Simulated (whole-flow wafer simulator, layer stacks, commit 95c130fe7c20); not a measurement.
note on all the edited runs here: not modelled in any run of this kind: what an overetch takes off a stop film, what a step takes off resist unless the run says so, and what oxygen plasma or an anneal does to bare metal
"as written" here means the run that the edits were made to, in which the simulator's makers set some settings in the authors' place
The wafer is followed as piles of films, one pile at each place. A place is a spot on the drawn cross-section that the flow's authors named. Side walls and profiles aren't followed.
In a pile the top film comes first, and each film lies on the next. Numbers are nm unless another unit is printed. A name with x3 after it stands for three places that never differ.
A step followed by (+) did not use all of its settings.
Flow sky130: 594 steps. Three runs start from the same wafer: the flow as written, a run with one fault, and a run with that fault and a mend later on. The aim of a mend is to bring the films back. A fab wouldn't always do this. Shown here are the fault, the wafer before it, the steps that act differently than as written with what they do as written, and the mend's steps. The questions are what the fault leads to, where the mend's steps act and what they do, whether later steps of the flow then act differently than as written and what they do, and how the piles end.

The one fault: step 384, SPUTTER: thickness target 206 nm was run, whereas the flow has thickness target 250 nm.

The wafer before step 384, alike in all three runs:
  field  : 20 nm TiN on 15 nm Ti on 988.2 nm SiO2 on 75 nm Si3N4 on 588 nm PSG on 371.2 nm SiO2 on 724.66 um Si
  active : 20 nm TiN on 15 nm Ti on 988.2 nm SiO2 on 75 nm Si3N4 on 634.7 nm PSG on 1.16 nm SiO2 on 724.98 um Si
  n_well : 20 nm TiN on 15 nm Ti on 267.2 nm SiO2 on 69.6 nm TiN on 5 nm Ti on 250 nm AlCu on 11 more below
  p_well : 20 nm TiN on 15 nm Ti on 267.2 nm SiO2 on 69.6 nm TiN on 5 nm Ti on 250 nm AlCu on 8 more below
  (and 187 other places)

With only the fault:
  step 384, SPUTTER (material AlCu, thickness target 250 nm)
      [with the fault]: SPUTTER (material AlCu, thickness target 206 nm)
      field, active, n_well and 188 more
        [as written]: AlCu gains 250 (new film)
        [with the fault]: AlCu gains 206 (new film)
  Steps further on in the flow that do not act as written (8 other steps are not shown; they differ only slightly, by no more than 2% or 0.5 nm, whichever is larger):
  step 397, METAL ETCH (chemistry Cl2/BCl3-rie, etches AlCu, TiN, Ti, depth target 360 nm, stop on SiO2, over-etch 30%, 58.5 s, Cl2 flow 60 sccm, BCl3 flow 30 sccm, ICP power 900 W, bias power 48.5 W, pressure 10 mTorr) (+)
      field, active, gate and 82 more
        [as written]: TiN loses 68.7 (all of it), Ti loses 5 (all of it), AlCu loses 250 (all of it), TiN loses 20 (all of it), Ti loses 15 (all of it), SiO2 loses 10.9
        [with the fault]: TiN loses 68.7 (all of it), Ti loses 5 (all of it), AlCu loses 206 (all of it), TiN loses 20 (all of it), Ti loses 15 (all of it), SiO2 loses 15.3
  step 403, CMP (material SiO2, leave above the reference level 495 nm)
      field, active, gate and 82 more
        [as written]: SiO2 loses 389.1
        [with the fault]: SiO2 loses 428.7
  At n_well, p_well, gate_hv and 111 more, the piles at the end differ from the flow's by more than 2% or 0.5 nm, whichever is larger.
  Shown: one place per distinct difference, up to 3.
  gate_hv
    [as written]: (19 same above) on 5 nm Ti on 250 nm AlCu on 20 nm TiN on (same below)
    [with the fault]: (19 same above) on 5 nm Ti on 206 nm AlCu on 20 nm TiN on (same below)
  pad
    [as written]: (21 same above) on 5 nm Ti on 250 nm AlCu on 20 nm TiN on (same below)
    [with the fault]: (21 same above) on 5 nm Ti on 206 nm AlCu on 20 nm TiN on (same below)
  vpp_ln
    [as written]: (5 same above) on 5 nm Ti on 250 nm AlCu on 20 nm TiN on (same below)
    [with the fault]: (5 same above) on 5 nm Ti on 206 nm AlCu on 20 nm TiN on (same below)

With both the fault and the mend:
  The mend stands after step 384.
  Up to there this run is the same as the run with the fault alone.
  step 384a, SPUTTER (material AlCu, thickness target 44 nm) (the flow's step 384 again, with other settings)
      field, active, n_well and 188 more
        AlCu gains 44
  None of the later steps of the flow acts differently than as written at any place that is followed.
  At every place that both follow, the piles at the end match the flow's.
